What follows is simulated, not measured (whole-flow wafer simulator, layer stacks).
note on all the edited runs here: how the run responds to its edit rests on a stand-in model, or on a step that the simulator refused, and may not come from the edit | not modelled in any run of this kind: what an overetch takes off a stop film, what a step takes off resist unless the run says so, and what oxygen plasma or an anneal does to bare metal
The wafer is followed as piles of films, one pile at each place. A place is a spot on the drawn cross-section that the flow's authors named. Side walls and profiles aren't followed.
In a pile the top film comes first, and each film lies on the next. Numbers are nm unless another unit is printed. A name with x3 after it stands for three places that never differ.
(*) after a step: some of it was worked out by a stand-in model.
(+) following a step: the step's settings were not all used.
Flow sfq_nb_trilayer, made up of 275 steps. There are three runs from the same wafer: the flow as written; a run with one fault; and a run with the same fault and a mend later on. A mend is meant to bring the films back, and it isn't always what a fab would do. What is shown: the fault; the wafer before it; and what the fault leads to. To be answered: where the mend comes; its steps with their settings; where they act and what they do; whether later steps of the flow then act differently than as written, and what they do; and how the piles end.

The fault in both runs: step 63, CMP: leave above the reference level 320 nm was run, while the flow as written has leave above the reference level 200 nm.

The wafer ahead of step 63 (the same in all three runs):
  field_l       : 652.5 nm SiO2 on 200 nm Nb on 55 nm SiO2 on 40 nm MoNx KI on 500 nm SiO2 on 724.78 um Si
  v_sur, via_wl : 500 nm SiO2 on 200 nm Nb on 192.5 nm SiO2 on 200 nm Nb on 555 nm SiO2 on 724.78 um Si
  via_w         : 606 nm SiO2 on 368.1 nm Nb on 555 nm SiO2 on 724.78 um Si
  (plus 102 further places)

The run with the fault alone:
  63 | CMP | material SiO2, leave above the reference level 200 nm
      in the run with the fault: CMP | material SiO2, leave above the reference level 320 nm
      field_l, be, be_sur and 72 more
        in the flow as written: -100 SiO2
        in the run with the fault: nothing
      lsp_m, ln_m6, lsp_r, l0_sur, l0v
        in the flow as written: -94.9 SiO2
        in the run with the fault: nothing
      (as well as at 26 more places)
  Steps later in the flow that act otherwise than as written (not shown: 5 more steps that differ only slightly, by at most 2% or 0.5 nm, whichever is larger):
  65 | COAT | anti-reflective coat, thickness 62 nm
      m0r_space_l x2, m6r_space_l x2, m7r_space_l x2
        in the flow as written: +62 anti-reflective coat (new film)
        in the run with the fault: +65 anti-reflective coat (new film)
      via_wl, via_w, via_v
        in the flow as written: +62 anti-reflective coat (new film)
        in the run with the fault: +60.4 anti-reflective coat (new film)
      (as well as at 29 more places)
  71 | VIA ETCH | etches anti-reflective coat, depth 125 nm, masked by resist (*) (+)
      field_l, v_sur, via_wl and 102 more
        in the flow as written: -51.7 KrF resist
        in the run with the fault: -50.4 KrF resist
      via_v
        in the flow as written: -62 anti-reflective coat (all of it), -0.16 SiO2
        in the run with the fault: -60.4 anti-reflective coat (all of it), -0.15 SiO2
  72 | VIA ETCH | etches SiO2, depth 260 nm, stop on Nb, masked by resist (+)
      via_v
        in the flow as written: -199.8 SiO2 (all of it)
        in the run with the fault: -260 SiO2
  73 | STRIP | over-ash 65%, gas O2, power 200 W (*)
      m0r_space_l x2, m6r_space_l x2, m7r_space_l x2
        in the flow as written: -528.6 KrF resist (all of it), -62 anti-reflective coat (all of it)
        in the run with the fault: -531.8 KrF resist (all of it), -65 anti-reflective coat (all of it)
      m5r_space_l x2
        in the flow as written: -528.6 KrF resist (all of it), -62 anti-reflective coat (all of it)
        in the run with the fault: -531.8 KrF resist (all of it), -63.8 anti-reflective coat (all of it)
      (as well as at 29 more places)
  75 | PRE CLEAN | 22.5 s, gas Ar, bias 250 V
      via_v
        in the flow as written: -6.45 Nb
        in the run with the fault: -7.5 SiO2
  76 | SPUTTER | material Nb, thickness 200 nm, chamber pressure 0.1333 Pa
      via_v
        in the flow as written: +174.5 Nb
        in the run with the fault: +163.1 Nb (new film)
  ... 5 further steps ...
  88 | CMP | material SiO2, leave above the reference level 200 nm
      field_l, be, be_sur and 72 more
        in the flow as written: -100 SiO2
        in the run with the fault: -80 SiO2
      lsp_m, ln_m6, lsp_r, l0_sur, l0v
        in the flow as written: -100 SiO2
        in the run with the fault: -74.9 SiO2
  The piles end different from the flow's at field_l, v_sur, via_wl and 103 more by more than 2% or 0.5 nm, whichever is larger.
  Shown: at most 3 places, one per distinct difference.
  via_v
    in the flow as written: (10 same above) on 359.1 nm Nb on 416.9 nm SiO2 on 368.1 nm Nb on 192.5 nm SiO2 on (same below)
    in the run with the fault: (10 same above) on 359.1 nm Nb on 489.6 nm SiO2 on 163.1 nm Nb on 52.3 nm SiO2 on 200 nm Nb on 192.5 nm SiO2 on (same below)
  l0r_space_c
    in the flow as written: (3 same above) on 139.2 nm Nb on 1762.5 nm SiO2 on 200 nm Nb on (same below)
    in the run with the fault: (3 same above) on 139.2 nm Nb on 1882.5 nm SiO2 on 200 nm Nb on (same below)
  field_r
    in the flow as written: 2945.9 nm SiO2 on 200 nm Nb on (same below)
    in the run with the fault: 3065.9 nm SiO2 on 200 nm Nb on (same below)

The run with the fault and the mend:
  The mend follows step 70.
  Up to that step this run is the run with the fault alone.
  70a | STRIP | over-ash 65%, gas O2, power 200 W (*)
      m0r_line_l x2, m6r_line_l x2, m7r_line_l x2
        -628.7 KrF resist (all of it), -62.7 anti-reflective coat (all of it)
      m0r_space_l x2, m6r_space_l x2, m7r_space_l x2
        -627 KrF resist (all of it), -65 anti-reflective coat (all of it)
      p3_l3, p3_s3, p3_l4, p3_s4, p3_l5
        -625.8 KrF resist (all of it), -62.2 anti-reflective coat (all of it)
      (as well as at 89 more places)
  70b | CMP | material SiO2, leave above the reference level 200 nm (the flow's step 63, run once more)
      field_l, be, be_sur and 72 more
        -100 SiO2
      v_sur, via_wl, via_w and 23 more
        -120 SiO2
      lsp_m, ln_m6, lsp_r, l0_sur, l0v
        -94.9 SiO2
  70c | COAT | anti-reflective coat, thickness 62 nm (the flow's step 65, run once more)
      field_l, v_sur, via_wl and 103 more
        +62 anti-reflective coat (new film)
  70d | COAT | KrF resist, thickness 650 nm (the flow's step 66, run once more)
      field_l, v_sur, via_wl and 103 more
        +650 KrF resist (new film)
  70e | SOFTBAKE | KrF resist (the flow's step 67, run once more)
      leaves every film unchanged at each place that is followed
  70f | EXPOSE | photomask I1, dose 11.91 mJ/cm2, NA 0.6, wavelength 248 nm (*) (the flow's step 68, run once more)
      leaves every film unchanged at each place that is followed
  70g | PEB | KrF resist, 90 s (the flow's step 69, run once more)
      field_l, v_sur, via_wl and 103 more
        -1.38 KrF resist
  70h | DEVELOP | KrF resist, thickness 650 nm, 60 s (the flow's step 70, run once more)
      field_l, v_sur, via_wl and 102 more
        -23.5 KrF resist
      via_v
        -648.6 KrF resist (all of it)
  None of the later steps of the flow acts differently than as written at any place that is followed.
  The piles end the same as the flow's at every place that both follow.
